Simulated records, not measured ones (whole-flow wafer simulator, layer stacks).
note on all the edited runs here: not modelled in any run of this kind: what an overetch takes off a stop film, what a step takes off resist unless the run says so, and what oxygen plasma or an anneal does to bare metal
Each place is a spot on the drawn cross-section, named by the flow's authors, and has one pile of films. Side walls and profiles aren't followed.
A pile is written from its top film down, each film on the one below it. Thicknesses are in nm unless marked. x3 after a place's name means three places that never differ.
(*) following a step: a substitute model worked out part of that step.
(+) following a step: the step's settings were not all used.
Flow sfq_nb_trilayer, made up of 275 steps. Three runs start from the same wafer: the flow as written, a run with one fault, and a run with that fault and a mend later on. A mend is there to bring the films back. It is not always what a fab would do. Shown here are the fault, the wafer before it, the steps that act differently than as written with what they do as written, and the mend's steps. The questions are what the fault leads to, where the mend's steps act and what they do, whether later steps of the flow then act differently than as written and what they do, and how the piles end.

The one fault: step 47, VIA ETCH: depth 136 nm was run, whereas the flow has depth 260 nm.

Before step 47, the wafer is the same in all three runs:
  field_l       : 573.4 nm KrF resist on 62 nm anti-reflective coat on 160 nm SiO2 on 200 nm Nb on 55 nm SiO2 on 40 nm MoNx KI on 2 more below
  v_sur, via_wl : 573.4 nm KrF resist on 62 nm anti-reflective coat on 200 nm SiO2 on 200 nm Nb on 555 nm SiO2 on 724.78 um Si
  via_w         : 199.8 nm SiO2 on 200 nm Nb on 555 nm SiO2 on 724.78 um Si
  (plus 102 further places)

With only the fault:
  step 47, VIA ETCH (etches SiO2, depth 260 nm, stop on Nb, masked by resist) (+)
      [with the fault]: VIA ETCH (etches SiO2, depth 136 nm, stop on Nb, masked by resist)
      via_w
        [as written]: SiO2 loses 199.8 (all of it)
        [with the fault]: SiO2 loses 136
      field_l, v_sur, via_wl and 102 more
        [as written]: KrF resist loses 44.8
        [with the fault]: KrF resist loses 23.4
  Steps further on in the flow that do not act as written (3 more steps, not shown, differ only slightly: by at most 2% or 0.5 nm, whichever is larger):
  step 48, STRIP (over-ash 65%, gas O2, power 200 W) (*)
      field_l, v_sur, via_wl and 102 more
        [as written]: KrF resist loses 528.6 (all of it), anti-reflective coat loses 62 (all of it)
        [with the fault]: KrF resist loses 550 (all of it), anti-reflective coat loses 62 (all of it)
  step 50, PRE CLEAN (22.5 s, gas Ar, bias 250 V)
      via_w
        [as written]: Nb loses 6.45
        [with the fault]: SiO2 loses 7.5
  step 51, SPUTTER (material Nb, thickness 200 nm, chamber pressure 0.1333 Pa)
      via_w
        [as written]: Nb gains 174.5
        [with the fault]: Nb gains 187.2 (new film)
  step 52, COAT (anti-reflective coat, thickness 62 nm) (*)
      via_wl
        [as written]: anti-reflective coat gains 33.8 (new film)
        [with the fault]: anti-reflective coat gains 36.3 (new film)
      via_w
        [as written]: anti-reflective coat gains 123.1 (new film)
        [with the fault]: anti-reflective coat gains 108.8 (new film)
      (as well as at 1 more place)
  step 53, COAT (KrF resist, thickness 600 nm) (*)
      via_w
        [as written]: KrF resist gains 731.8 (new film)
        [with the fault]: KrF resist gains 680.6 (new film)
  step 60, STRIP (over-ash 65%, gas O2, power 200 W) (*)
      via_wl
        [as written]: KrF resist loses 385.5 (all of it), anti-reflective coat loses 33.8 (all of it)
        [with the fault]: KrF resist loses 390.8 (all of it), anti-reflective coat loses 36.3 (all of it)
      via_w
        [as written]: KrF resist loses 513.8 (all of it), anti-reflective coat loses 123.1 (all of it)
        [with the fault]: KrF resist loses 462.8 (all of it), anti-reflective coat loses 108.8 (all of it)
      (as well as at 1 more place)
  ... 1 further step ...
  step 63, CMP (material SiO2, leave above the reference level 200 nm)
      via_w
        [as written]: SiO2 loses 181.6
        [with the fault]: SiO2 loses 157.1
  At via_w, the piles at the end differ from the flow's by more than 2% or 0.5 nm, whichever is larger.
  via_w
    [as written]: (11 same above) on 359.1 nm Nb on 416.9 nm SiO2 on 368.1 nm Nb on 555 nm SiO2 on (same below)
    [with the fault]: (11 same above) on 359.1 nm Nb on 341.5 nm SiO2 on 187.2 nm Nb on 56.3 nm SiO2 on 200 nm Nb on 555 nm SiO2 on (same below)

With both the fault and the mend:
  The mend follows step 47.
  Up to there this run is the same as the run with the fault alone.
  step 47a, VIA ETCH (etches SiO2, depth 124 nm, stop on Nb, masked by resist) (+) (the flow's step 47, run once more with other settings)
      field_l, v_sur, via_wl and 102 more
        KrF resist loses 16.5
      via_w
        SiO2 loses 63.8 (all of it)
  Every later step of the flow that is run acts as written, at every place that is followed, to within 2% or 0.5 nm, whichever is larger.
  The piles end the same as the flow's at every place that both follow.
